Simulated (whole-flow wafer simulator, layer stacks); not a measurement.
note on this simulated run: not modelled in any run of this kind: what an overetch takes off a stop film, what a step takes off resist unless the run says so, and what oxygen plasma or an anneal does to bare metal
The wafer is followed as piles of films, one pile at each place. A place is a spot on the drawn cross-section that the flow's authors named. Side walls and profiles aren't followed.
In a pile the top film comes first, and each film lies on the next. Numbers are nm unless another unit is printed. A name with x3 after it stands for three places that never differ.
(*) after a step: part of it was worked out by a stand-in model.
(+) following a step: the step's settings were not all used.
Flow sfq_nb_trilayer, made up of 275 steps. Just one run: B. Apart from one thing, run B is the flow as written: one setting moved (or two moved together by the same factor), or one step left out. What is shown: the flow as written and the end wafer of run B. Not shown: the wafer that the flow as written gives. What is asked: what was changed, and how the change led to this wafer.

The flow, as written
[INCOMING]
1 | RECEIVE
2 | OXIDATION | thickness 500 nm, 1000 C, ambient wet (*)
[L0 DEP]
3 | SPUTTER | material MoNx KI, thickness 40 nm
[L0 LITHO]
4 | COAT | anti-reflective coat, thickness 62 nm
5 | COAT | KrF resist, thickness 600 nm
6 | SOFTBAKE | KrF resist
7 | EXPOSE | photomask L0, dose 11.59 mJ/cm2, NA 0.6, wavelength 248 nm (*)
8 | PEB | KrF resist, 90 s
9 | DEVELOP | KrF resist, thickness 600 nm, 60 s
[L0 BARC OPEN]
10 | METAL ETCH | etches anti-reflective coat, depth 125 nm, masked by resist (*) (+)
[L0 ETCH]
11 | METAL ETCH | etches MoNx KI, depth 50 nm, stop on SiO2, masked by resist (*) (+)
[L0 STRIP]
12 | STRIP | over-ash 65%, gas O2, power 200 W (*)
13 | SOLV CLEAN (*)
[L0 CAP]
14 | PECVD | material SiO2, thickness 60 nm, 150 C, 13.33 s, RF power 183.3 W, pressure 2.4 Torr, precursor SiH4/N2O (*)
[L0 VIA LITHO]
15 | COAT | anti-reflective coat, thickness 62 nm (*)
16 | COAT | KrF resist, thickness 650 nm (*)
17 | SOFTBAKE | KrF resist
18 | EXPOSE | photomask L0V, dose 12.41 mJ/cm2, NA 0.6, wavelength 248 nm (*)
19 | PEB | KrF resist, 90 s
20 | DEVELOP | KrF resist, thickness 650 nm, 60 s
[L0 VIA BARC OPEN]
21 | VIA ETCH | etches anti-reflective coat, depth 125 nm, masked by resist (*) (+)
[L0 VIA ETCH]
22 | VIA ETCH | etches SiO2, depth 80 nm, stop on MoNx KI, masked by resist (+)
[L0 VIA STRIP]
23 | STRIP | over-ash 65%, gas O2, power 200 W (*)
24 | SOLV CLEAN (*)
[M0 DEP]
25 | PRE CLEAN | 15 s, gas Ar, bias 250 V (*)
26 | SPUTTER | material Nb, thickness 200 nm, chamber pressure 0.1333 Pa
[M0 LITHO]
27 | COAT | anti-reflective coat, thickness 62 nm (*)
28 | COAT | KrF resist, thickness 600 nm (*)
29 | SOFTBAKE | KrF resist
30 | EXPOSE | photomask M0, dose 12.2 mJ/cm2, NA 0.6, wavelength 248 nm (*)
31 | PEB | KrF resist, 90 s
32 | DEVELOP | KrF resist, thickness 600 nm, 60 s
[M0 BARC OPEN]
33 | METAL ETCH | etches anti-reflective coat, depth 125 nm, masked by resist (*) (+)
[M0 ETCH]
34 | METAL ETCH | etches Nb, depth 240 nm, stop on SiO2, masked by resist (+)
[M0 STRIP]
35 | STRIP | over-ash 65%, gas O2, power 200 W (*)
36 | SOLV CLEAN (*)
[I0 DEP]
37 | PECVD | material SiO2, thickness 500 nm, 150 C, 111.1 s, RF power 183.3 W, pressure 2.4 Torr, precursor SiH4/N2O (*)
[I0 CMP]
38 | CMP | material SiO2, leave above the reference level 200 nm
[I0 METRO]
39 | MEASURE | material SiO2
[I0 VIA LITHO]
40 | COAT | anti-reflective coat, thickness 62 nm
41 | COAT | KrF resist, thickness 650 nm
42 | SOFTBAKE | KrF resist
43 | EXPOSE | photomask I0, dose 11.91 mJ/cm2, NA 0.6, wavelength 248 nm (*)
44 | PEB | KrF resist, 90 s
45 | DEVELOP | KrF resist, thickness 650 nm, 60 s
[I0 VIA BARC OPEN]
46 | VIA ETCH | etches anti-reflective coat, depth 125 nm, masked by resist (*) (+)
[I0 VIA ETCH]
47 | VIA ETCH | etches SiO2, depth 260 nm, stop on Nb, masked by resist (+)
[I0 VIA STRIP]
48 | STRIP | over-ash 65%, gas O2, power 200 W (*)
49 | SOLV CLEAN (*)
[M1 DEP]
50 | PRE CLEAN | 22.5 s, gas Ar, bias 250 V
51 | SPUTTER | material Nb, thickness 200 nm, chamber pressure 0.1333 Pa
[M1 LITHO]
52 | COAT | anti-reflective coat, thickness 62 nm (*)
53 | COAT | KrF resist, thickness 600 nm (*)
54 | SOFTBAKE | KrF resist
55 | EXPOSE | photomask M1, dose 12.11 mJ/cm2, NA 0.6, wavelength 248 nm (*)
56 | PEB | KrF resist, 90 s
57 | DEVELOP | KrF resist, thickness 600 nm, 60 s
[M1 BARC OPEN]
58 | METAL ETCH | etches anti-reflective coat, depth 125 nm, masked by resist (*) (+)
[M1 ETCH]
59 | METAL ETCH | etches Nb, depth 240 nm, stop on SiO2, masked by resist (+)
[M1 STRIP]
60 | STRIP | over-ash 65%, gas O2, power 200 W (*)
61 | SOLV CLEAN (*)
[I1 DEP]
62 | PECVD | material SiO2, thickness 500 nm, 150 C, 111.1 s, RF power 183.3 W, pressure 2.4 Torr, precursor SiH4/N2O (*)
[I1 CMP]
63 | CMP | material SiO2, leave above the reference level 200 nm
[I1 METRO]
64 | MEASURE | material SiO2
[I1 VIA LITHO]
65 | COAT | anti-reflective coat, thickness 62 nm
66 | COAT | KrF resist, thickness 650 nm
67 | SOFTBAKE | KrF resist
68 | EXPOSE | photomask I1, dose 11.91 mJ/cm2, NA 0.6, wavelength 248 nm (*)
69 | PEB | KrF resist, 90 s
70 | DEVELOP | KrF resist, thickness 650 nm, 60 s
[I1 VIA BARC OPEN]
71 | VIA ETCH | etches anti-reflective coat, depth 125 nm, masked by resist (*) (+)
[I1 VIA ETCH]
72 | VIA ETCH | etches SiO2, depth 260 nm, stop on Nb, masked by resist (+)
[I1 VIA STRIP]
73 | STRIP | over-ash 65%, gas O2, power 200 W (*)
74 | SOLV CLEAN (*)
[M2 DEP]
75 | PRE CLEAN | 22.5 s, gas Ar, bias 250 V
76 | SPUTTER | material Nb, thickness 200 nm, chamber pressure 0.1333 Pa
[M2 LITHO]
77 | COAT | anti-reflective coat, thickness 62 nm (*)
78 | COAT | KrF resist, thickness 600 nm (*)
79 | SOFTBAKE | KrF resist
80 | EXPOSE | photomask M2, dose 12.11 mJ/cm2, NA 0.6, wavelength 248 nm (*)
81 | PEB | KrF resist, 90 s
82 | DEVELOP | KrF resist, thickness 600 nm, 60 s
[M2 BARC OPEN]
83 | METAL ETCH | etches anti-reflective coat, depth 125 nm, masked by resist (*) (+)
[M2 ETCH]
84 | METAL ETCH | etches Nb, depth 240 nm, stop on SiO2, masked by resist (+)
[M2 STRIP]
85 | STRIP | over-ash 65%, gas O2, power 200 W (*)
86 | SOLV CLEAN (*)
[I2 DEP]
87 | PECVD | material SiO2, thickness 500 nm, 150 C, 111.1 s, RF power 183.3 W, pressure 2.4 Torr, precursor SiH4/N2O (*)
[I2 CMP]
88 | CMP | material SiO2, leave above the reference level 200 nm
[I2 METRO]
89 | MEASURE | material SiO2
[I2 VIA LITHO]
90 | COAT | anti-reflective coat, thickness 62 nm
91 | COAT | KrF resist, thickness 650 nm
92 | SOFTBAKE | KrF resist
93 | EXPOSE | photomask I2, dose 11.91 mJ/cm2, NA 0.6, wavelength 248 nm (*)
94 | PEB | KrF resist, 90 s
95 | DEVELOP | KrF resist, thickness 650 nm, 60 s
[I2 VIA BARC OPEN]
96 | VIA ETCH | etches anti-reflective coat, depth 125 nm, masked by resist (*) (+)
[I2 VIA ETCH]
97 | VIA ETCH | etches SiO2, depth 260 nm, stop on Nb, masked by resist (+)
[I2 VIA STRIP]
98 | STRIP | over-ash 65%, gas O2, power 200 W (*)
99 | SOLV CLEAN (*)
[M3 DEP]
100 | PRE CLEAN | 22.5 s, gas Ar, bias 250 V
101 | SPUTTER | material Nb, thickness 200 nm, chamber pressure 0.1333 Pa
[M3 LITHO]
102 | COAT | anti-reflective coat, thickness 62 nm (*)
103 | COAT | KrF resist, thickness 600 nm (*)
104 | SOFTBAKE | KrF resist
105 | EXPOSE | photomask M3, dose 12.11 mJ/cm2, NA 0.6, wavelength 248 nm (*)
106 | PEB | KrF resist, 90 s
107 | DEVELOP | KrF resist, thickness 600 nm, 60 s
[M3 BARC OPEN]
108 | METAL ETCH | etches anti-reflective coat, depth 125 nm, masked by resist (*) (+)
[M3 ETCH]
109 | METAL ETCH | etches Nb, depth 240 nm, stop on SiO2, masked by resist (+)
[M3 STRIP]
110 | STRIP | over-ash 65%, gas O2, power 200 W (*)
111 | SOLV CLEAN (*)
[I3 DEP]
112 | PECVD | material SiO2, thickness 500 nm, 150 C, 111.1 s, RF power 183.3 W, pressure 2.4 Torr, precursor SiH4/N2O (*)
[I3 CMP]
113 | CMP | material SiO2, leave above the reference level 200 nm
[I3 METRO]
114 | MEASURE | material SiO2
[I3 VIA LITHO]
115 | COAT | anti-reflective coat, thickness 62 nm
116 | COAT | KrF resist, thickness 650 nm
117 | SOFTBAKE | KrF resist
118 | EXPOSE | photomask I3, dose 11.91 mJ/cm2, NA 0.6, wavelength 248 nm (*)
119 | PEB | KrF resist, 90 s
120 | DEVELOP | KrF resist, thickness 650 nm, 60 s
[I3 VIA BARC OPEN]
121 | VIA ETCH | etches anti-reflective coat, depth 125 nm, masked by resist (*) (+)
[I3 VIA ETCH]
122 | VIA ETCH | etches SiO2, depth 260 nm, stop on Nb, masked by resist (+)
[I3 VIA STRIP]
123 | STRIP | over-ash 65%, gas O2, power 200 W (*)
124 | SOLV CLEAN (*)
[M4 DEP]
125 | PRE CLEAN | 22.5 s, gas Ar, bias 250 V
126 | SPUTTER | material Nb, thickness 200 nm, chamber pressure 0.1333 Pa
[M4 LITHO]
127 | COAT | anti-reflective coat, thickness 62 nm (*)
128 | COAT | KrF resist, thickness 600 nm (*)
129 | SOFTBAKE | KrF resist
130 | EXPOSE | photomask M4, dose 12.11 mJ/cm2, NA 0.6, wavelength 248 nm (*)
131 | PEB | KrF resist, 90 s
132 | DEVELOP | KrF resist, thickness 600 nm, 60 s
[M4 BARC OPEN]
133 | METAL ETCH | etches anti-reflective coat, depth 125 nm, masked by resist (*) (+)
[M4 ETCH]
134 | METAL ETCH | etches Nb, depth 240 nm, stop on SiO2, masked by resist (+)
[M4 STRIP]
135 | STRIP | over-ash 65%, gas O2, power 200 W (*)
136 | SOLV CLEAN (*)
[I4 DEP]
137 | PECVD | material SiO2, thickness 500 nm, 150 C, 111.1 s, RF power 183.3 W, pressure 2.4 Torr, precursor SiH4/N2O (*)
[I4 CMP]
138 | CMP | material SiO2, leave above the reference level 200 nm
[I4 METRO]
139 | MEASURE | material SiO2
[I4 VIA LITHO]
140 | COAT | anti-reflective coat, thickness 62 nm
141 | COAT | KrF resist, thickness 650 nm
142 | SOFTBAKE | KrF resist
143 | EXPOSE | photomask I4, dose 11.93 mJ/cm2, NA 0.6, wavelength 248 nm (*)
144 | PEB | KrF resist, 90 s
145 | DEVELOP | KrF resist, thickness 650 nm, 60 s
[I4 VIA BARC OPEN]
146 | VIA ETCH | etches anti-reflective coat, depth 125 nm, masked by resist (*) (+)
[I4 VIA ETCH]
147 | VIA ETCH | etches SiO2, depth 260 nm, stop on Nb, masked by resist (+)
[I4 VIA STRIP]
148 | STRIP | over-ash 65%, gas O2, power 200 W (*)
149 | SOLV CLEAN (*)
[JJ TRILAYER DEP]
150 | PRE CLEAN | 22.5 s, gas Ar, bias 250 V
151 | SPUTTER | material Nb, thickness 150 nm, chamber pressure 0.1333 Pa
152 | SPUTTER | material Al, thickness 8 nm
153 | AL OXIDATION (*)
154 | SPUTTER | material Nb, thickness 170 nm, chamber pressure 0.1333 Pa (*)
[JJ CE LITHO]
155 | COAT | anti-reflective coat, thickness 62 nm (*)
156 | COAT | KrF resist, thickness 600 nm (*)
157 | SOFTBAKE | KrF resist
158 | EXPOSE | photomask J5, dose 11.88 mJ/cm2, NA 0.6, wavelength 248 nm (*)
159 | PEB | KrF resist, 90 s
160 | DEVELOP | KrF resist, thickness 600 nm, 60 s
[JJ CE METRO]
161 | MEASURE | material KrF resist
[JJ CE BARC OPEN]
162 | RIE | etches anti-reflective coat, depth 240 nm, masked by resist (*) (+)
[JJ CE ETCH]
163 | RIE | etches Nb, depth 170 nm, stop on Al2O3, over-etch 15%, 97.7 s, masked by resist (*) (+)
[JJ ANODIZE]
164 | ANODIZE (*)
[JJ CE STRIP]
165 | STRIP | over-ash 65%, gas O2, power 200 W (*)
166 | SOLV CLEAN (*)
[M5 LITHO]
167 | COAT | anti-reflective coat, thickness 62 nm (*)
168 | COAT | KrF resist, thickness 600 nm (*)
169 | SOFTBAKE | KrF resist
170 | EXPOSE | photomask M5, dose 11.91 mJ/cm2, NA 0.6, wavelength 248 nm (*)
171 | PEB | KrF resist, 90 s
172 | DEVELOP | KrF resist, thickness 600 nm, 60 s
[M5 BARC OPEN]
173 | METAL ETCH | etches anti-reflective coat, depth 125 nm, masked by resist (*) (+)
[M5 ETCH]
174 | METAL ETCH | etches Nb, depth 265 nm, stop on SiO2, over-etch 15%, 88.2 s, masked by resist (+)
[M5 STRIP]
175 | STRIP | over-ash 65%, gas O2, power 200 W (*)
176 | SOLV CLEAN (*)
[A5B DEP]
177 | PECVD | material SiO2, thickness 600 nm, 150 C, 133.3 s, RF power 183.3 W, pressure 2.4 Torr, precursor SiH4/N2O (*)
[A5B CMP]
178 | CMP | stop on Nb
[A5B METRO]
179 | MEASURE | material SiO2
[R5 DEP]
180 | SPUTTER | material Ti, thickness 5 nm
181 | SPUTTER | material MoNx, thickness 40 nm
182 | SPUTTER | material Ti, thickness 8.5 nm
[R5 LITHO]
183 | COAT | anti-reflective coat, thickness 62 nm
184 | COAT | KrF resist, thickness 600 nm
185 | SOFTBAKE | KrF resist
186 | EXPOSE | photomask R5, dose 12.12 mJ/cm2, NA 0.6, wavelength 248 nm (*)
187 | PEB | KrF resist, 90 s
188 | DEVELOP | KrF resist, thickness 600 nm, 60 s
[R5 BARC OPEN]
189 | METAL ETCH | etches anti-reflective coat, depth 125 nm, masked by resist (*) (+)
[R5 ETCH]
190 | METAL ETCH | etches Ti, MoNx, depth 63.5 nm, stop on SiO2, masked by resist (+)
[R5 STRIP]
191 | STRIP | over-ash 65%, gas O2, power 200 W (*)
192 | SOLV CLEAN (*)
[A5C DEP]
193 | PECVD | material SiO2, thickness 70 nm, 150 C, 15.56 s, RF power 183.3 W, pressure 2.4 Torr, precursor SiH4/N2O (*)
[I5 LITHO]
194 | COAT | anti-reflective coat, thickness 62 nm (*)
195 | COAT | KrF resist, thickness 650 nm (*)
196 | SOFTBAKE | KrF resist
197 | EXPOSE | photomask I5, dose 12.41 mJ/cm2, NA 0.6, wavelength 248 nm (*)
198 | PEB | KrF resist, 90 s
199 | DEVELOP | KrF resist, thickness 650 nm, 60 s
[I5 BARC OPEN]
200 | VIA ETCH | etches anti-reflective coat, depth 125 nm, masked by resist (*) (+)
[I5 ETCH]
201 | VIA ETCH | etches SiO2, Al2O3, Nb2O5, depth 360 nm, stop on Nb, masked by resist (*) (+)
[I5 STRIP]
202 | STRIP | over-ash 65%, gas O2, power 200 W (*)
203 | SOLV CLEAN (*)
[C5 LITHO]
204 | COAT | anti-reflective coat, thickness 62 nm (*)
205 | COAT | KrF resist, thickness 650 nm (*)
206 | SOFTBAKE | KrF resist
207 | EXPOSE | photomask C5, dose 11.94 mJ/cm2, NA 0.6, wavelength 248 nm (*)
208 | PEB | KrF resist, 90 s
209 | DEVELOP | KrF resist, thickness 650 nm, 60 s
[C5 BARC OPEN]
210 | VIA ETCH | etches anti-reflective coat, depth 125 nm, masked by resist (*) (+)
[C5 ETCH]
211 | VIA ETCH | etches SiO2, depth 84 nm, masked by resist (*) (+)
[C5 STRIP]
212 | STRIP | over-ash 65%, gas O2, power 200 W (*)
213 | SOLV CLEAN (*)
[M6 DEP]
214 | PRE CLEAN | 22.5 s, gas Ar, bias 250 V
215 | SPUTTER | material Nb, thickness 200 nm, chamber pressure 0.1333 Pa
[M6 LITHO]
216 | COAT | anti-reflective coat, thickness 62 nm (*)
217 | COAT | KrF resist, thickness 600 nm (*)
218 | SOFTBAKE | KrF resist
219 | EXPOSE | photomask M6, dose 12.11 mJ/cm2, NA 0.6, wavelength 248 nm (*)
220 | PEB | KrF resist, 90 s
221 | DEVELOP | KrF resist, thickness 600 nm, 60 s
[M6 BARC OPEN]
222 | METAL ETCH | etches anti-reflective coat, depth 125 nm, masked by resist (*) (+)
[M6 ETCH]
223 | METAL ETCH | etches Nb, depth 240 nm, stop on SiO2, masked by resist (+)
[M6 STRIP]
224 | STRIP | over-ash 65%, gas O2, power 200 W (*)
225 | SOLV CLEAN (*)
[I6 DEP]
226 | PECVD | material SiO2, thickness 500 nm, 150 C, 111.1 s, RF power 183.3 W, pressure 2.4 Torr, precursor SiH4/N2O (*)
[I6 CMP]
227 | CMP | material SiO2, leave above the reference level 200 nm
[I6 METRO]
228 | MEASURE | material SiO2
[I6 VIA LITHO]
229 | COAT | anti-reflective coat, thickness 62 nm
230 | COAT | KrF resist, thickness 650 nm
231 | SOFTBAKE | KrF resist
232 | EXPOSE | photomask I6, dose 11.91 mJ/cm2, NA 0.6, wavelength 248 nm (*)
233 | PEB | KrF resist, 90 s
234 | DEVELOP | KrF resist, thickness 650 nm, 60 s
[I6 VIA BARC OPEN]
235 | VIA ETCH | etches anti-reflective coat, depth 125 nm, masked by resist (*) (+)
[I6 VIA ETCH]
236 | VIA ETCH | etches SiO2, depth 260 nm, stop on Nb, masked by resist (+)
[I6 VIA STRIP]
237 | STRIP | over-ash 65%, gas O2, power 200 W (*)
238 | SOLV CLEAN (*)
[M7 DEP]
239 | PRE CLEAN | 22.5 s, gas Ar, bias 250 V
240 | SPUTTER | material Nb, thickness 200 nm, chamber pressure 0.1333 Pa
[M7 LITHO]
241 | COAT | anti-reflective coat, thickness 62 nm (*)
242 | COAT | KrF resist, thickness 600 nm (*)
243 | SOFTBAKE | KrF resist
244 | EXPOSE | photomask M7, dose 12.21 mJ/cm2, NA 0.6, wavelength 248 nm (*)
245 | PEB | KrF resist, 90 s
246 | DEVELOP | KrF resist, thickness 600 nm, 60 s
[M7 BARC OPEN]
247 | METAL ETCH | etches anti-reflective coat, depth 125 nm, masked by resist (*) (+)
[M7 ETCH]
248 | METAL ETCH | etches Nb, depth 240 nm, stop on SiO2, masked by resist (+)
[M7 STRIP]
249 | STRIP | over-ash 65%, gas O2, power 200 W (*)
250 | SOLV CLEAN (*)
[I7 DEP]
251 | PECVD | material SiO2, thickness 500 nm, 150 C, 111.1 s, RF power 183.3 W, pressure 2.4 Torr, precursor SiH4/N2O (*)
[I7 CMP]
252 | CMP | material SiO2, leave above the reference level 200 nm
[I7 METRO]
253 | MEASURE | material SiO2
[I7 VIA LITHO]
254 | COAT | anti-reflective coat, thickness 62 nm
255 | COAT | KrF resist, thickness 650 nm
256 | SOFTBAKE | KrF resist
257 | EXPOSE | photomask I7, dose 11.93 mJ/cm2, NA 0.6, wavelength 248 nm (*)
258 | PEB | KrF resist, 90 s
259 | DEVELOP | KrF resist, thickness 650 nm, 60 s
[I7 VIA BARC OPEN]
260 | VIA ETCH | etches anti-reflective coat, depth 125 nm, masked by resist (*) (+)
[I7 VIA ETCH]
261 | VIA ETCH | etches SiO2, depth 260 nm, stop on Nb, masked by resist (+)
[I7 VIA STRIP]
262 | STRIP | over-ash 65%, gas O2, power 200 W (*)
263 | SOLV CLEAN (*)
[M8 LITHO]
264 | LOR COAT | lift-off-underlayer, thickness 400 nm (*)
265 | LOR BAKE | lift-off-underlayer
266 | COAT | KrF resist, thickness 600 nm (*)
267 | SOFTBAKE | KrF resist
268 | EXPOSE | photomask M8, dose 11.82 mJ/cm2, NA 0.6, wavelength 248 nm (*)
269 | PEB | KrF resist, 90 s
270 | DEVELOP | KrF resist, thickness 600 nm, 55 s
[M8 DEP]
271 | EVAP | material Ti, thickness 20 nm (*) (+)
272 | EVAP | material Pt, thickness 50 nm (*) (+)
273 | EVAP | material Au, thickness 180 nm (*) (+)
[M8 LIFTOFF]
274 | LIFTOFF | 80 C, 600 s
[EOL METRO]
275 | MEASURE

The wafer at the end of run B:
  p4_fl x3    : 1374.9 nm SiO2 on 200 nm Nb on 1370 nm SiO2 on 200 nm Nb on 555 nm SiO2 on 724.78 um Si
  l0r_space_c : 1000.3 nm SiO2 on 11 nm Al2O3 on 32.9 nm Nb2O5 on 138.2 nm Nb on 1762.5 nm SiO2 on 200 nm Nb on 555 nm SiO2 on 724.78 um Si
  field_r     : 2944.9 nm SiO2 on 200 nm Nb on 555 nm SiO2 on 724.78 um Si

What caused this: step 152, SPUTTER: thickness 7 nm was run, while the flow as written has thickness 8 nm.

How this came from the change, step by step:
  152 | SPUTTER | material Al, thickness 8 nm
      field_l, v_sur, via_sp and 100 more: Al gains 7 (new film) (it would be, as written: Al gains 8 (new film))
      via_wl, via_wr: Al gains 4.5 (new film) (it would be, as written: Al gains 5.14 (new film))
      (also at 1 further place)
  164 | ANODIZE (*)
      field_l, v_sur, via_sp and 96 more: Al2O3 gains 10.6, Nb2O5 gains 32.9 (new film), Al loses 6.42 (all of it), Nb loses 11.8 (it would be, as written: Al2O3 gains 12.2, Nb2O5 gains 29.9 (new film), Al loses 7.42 (all of it), Nb loses 10.8)
      via_wl, via_wr: Al2O3 gains 6.46 (new film), Nb2O5 gains 41.1 (new film), Al loses 3.92 (all of it), Nb loses 14.8 (it would be, as written: Al2O3 gains 7.52 (new film), Nb2O5 gains 39.2 (new film), Al loses 4.56 (all of it), Nb loses 14.1)
      (also at 1 further place)
  167 | COAT | anti-reflective coat, thickness 62 nm (*)
      ce_l: anti-reflective coat gains 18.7 (new film) (it would be, as written: anti-reflective coat gains 19.6 (new film))
      ce_r: anti-reflective coat gains 18.8 (new film) (it would be, as written: anti-reflective coat gains 19.7 (new film))
  174 | METAL ETCH | etches Nb, depth 265 nm, stop on SiO2, over-etch 15%, 88.2 s, masked by resist (+)
      field_l, r_sur, res and 50 more: Al2O3 loses 11 (all of it), Nb2O5 loses 32.9 (all of it), Nb loses 138.2 (all of it), SiO2 loses 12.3 (it would be, as written: Al2O3 loses 12.6 (all of it), Nb2O5 loses 29.9 (all of it), Nb loses 139.2 (all of it), SiO2 loses 12.3)
  175 | STRIP | over-ash 65%, gas O2, power 200 W (*)
      ce_l: KrF resist loses 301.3 (all of it), anti-reflective coat loses 18.7 (all of it) (it would be, as written: KrF resist loses 299.6 (all of it), anti-reflective coat loses 19.6 (all of it))
      ce_r: KrF resist loses 301.6 (all of it), anti-reflective coat loses 18.8 (all of it) (it would be, as written: KrF resist loses 299.9 (all of it), anti-reflective coat loses 19.7 (all of it))
  201 | VIA ETCH | etches SiO2, Al2O3, Nb2O5, depth 360 nm, stop on Nb, masked by resist (*) (+)
      be: SiO2 loses 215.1 (all of it), Al2O3 loses 11 (all of it), Nb2O5 loses 32.9 (all of it) (it would be, as written: SiO2 loses 216.4 (all of it), Al2O3 loses 12.7 (all of it), Nb2O5 loses 29.9 (all of it))
